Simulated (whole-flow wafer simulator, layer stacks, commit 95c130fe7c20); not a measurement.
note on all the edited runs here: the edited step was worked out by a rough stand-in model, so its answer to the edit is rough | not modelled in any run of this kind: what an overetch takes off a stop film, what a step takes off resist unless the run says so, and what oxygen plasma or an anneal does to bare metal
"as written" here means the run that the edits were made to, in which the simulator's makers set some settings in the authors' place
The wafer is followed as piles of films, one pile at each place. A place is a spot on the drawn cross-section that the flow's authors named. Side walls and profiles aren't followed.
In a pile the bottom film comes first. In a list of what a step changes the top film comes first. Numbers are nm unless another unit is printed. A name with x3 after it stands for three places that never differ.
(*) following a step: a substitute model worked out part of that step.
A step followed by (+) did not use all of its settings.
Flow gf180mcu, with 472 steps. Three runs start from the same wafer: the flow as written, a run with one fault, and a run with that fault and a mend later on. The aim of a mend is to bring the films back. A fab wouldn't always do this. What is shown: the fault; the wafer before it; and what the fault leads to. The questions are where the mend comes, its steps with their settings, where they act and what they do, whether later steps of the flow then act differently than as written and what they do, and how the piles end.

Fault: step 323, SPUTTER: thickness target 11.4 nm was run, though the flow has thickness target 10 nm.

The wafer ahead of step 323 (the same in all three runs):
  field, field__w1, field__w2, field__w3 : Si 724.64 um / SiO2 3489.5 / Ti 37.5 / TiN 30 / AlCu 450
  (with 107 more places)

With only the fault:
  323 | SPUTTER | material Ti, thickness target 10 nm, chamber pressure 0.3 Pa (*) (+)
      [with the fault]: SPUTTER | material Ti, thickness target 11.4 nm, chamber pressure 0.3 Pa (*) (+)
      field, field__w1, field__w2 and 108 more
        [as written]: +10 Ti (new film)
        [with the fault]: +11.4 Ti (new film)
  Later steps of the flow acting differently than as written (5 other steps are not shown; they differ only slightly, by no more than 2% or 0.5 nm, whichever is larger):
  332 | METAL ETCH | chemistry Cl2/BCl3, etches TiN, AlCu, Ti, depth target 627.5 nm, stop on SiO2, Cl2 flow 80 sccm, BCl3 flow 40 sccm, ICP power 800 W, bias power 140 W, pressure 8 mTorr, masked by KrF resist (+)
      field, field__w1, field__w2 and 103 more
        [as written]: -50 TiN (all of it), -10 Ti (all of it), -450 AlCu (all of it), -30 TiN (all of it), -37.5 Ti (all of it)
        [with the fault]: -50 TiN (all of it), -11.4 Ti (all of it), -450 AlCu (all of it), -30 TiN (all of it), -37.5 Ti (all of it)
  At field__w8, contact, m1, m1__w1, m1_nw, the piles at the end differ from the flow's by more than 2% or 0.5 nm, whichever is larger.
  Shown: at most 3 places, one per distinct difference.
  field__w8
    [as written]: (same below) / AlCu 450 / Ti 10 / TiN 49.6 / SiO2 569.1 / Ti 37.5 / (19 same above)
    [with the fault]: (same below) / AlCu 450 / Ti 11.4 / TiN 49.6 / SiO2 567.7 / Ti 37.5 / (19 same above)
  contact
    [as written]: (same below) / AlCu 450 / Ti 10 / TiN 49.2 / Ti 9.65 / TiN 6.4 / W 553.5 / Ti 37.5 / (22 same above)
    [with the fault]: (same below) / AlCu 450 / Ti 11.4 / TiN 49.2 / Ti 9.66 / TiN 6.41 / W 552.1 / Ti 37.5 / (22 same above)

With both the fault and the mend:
  After step 323 comes the mend.
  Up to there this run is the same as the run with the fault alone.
  323a | METAL ETCH | chemistry Cl2/BCl3, etches TiN, AlCu, Ti, depth target 1.4 nm, Cl2 flow 80 sccm, BCl3 flow 40 sccm, ICP power 800 W, bias power 140 W, pressure 8 mTorr (the flow's step 260, run once more with other settings)
      field, field__w1, field__w2 and 108 more
        -1.4 Ti
  None of the later steps of the flow acts differently than as written at any place that is followed.
  At every place that both follow, the piles at the end match the flow's.
